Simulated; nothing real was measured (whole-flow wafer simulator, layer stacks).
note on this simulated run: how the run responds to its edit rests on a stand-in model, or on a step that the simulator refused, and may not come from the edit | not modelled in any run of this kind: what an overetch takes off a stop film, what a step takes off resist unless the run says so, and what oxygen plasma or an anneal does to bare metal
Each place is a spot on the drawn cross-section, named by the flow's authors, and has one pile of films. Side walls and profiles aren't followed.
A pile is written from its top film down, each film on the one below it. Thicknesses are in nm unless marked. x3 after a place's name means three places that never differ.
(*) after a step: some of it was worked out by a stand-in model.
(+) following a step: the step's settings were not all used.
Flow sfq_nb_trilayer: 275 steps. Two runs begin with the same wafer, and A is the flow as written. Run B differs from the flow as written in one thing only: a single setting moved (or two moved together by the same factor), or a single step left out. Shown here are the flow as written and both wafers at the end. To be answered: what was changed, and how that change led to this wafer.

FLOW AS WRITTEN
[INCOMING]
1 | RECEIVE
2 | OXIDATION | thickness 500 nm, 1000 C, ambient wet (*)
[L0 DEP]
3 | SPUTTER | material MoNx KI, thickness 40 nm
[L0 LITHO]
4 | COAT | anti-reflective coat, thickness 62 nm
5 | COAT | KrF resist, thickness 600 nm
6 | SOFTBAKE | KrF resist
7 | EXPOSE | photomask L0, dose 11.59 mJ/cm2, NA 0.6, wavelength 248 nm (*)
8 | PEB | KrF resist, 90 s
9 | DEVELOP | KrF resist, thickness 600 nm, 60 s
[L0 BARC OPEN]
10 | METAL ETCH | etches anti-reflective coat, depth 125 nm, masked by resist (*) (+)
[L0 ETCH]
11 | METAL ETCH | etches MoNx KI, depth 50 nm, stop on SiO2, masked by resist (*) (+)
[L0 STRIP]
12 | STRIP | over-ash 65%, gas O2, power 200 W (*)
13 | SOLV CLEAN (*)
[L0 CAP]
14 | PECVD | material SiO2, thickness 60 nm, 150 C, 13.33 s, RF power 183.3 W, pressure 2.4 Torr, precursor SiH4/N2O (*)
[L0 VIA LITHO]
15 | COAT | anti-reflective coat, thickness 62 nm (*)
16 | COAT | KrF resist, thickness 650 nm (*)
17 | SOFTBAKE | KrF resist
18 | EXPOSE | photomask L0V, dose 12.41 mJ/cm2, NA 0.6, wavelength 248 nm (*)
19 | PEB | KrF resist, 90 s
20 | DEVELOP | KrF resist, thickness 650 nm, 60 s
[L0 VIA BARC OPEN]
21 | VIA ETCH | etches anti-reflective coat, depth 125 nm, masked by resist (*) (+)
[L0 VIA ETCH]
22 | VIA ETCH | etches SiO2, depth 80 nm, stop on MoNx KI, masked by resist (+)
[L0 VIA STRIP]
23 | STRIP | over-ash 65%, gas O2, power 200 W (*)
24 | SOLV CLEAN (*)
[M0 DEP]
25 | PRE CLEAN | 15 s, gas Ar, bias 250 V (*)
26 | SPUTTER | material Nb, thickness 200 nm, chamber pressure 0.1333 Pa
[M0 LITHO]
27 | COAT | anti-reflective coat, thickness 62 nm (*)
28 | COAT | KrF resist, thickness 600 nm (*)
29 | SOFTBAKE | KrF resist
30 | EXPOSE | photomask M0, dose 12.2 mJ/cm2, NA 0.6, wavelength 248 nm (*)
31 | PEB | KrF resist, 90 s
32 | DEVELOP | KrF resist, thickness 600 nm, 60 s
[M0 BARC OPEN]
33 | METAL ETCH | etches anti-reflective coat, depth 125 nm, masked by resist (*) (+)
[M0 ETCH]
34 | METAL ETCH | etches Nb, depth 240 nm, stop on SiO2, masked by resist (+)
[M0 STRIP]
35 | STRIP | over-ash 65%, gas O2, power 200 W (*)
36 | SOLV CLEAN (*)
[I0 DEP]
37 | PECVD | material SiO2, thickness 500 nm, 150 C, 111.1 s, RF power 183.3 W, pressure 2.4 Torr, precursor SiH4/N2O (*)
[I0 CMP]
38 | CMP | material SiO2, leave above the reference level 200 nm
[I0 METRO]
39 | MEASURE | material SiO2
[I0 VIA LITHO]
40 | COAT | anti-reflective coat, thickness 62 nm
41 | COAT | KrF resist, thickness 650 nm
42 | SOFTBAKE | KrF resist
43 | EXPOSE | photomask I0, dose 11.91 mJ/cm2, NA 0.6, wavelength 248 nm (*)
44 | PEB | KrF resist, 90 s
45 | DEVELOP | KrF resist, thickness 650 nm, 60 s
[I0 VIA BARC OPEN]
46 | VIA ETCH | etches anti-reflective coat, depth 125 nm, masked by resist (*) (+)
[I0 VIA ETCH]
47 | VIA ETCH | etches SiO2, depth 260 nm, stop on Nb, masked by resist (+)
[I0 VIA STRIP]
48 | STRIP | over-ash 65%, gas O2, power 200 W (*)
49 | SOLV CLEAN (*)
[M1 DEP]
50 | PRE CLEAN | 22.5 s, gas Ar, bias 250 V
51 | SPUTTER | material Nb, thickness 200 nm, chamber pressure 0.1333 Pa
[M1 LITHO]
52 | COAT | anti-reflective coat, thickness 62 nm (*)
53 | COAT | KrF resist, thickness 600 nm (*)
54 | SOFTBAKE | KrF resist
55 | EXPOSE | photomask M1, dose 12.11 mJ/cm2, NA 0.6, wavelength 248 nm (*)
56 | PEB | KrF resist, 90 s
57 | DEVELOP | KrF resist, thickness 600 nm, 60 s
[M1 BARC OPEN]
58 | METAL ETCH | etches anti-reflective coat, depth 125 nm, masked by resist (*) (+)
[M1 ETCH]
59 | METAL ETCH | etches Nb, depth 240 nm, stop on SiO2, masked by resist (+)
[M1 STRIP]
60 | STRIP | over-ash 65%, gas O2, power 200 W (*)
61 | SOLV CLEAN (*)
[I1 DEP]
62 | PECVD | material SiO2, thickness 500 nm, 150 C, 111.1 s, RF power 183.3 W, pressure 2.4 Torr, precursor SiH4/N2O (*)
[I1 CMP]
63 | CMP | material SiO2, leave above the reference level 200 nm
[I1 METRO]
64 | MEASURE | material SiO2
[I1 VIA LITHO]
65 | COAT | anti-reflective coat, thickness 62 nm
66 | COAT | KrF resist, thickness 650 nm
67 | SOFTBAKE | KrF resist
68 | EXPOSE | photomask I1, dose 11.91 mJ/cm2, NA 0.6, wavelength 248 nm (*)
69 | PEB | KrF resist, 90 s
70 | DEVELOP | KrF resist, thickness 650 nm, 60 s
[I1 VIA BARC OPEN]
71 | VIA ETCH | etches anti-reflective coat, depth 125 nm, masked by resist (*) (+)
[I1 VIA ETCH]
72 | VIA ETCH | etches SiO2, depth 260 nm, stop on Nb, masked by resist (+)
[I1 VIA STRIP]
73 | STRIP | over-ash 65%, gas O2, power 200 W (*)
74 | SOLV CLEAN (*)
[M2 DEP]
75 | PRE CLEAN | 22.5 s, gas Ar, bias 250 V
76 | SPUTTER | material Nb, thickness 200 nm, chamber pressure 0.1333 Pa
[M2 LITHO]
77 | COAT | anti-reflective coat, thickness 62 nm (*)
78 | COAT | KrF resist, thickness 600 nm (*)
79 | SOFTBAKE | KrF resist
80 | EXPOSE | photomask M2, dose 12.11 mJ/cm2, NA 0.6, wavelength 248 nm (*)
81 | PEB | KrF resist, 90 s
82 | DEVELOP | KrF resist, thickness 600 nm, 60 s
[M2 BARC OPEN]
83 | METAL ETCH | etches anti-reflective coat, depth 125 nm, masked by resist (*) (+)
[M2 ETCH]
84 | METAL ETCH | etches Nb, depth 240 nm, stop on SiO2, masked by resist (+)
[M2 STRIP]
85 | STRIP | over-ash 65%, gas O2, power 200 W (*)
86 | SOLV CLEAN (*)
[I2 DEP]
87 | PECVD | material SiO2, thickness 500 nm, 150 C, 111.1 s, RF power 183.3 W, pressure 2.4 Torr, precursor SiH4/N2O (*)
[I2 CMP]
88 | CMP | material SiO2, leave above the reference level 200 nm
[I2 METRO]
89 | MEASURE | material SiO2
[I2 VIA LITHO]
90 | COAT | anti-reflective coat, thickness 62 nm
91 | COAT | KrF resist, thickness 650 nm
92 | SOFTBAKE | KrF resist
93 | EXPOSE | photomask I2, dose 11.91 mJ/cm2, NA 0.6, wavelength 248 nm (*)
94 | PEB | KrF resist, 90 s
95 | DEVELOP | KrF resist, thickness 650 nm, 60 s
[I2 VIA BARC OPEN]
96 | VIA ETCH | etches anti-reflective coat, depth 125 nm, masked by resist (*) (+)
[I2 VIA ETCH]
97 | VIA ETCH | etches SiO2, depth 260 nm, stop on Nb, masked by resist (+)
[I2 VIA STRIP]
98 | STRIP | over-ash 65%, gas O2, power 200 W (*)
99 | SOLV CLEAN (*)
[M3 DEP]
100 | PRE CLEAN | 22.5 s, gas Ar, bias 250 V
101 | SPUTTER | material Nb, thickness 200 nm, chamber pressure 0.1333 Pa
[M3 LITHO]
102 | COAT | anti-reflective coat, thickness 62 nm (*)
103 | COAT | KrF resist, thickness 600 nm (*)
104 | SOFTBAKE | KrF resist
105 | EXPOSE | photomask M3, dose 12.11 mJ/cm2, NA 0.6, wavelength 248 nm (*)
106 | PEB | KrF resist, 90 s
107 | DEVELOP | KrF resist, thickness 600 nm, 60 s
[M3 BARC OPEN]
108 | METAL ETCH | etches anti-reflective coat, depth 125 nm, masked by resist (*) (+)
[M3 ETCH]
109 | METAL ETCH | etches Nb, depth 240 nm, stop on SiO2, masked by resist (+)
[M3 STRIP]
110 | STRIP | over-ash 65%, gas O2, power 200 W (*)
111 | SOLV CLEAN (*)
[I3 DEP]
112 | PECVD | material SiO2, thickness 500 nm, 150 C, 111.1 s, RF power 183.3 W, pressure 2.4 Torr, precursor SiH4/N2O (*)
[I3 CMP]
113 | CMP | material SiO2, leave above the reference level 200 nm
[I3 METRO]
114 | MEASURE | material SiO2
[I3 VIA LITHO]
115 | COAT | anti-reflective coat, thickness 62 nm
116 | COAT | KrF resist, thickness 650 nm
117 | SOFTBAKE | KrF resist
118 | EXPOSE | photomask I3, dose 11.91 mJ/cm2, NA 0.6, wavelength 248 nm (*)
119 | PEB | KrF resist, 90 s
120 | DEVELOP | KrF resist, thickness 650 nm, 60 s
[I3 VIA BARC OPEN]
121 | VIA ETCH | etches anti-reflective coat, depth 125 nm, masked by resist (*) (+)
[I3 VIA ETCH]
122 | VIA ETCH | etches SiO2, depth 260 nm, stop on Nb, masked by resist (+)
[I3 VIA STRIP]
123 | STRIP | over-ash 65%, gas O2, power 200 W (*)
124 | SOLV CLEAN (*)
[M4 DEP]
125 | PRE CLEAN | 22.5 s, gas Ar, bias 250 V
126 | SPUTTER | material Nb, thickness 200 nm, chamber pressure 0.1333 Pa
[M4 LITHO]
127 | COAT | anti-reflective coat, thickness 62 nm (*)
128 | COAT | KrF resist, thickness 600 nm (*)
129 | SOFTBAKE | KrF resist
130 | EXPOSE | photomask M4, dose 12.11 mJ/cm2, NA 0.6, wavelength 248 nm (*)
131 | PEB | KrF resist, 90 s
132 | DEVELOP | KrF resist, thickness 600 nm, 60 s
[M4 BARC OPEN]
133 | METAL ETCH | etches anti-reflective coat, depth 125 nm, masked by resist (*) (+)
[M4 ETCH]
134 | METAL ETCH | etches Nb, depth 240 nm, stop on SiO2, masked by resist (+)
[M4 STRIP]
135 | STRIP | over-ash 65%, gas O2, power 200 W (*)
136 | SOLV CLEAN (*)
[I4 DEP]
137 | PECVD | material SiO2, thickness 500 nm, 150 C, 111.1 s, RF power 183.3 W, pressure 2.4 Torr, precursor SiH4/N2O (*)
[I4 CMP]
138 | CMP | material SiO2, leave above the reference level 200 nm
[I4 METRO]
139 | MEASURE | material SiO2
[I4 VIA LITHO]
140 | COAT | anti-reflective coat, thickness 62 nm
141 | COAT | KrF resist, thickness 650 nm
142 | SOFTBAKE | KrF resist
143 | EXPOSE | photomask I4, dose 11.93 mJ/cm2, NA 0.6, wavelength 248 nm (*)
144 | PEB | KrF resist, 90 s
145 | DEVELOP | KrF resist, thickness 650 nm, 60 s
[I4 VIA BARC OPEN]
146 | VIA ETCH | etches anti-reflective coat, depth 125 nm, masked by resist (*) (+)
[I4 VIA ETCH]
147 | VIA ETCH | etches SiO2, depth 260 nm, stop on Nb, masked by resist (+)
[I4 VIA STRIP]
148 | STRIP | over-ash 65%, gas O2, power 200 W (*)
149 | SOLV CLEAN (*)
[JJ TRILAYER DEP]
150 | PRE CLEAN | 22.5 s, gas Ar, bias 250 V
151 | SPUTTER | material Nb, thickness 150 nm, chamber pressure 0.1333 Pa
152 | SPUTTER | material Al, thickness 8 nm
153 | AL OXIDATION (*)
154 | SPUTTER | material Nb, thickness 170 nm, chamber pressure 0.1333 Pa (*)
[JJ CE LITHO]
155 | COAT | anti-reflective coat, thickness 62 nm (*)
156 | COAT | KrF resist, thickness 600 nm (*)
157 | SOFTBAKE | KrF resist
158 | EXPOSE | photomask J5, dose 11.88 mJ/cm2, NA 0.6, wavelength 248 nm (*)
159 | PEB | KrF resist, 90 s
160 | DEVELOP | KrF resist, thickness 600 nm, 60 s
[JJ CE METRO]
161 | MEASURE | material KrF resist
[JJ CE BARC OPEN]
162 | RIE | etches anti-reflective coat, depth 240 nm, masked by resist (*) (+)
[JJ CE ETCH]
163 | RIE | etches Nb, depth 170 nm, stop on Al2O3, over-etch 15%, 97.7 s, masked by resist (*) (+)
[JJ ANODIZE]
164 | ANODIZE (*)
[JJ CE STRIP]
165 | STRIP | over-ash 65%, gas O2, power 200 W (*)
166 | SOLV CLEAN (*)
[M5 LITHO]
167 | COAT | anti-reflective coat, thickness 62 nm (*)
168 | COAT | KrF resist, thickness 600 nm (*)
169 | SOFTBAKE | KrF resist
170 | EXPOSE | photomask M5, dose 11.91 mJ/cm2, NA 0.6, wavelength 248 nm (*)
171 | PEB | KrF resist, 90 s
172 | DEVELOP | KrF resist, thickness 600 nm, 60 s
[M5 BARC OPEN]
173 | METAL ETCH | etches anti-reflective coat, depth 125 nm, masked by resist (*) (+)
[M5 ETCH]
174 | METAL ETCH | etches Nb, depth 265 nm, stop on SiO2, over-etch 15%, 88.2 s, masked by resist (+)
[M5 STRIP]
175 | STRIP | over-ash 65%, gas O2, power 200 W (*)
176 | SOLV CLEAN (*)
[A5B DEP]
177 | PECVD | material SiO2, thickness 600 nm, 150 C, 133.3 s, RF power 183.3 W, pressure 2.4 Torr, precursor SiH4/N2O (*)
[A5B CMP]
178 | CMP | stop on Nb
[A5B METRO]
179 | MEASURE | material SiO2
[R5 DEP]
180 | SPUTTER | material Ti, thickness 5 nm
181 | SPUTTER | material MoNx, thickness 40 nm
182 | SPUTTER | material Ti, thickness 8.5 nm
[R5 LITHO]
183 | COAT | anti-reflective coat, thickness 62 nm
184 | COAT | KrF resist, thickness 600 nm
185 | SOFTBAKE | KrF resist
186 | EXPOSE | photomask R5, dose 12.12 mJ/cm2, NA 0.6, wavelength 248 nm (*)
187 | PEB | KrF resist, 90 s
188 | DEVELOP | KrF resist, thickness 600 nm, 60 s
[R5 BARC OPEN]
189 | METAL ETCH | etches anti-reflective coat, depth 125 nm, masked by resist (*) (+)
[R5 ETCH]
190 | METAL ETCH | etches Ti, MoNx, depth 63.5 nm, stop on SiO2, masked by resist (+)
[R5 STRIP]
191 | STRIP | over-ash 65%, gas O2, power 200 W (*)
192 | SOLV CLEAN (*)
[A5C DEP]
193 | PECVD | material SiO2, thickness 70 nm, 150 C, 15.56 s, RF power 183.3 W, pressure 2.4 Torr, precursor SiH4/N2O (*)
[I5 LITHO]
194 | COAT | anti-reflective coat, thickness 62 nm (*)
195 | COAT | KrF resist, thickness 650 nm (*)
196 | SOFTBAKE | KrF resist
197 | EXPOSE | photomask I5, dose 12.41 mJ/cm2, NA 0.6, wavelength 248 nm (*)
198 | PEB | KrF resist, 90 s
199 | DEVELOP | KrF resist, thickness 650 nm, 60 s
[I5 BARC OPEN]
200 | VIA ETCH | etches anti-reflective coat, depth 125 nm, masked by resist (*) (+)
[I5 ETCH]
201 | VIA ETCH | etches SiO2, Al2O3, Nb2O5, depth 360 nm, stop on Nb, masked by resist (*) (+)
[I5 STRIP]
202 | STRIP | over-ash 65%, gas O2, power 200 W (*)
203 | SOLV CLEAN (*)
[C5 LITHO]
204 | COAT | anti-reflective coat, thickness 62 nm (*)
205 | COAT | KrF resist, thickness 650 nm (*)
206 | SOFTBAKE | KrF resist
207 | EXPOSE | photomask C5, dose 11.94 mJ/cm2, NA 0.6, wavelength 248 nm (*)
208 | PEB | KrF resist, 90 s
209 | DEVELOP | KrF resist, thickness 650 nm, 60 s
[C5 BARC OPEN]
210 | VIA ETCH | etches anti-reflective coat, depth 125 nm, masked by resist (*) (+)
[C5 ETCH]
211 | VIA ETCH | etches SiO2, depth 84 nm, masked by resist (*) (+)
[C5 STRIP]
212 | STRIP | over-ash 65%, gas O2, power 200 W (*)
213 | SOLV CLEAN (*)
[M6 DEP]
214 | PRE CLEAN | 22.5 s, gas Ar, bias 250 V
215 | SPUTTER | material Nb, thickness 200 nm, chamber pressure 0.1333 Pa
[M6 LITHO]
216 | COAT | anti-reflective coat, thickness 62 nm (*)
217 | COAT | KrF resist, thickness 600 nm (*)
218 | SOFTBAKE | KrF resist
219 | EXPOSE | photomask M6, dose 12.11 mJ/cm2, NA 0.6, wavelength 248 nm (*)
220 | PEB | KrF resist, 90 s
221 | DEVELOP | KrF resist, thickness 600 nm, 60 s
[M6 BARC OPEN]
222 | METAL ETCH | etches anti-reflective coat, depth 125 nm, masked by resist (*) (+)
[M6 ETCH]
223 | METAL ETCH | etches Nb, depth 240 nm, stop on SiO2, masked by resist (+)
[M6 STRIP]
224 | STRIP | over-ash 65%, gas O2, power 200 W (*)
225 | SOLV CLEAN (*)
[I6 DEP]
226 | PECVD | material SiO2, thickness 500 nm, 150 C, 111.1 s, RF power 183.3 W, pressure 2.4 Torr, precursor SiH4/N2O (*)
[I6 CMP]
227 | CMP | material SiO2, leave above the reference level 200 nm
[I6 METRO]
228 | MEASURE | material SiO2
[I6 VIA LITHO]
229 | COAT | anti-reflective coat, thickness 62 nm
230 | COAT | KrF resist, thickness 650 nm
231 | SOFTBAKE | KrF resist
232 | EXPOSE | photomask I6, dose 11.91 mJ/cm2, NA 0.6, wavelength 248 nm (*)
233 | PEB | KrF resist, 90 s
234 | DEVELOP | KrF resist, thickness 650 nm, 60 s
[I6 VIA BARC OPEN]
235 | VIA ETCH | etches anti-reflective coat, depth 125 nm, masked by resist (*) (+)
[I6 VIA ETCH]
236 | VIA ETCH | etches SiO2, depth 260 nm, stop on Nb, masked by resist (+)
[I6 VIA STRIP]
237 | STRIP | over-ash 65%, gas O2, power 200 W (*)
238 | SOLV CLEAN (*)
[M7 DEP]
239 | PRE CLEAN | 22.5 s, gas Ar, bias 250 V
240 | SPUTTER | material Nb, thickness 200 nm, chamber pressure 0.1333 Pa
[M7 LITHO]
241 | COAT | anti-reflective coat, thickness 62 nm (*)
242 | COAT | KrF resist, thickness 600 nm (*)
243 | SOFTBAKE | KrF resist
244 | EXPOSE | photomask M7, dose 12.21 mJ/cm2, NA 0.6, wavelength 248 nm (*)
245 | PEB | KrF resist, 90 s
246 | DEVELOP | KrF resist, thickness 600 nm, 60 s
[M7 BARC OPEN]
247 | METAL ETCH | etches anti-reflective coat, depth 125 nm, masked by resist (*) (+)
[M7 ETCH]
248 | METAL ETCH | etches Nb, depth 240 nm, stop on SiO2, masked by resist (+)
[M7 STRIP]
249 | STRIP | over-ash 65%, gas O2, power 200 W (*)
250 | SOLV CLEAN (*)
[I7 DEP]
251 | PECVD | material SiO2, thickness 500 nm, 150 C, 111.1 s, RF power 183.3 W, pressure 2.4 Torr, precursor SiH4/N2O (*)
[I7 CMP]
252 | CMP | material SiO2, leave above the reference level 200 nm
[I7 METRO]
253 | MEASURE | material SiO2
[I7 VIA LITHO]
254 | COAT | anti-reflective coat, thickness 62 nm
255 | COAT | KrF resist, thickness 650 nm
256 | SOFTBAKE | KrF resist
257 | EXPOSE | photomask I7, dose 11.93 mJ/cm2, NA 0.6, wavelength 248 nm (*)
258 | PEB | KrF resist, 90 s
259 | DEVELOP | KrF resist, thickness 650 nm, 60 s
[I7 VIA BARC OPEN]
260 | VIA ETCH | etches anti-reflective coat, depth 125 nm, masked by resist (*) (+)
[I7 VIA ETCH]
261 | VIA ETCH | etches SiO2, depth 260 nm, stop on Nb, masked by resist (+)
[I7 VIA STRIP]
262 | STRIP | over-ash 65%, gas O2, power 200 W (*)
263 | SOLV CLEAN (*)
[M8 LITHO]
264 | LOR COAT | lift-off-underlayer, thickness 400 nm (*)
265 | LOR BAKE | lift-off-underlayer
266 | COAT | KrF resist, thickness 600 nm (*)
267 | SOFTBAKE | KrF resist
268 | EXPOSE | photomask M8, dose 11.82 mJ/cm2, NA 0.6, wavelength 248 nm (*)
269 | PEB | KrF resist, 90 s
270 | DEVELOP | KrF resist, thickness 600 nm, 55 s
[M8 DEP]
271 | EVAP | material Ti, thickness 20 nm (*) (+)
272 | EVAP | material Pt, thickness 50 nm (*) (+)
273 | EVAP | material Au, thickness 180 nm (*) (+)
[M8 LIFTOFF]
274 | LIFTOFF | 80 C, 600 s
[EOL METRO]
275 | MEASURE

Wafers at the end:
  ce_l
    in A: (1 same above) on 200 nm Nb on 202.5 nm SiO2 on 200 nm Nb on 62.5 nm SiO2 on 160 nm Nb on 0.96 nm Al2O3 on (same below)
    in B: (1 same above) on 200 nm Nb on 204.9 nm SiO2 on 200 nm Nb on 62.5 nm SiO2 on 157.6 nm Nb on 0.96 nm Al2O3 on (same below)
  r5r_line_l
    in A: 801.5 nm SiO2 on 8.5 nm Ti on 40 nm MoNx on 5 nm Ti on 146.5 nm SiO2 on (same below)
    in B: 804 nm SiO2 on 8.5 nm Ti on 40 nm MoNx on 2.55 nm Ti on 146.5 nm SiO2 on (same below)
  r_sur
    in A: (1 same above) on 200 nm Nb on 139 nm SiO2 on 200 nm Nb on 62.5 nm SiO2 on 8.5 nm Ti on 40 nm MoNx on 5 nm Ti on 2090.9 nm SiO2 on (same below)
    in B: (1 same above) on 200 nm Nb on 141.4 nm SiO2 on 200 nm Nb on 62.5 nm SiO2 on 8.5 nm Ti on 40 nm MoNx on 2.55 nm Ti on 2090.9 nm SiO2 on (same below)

Cause: step 180, SPUTTER: thickness 2.55 nm was run, while the flow as written has thickness 5 nm.
The wafer lets one read it off: r5r_line_l has Ti 2.55, and step 180 as written asks for 5 nm.

The path from the change to this, step by step:
  180 | SPUTTER | material Ti, thickness 5 nm
      field_l, v_sur, via_wl and 103 more: A +5 Ti (new film) | B +2.55 Ti (new film)
  190 | METAL ETCH | etches Ti, MoNx, depth 63.5 nm, stop on SiO2, masked by resist (+)
      field_l, v_sur, via_wl and 92 more: A -8.5 Ti (all of it), -40 MoNx (all of it), -5 Ti (all of it) | B -8.5 Ti (all of it), -40 MoNx (all of it), -2.55 Ti (all of it)
      ce_l, c5j, ce_r, wl_jj: A -8.5 Ti (all of it), -40 MoNx (all of it), -5 Ti (all of it), -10 Nb | B -8.5 Ti (all of it), -40 MoNx (all of it), -2.55 Ti (all of it), -12.4 Nb
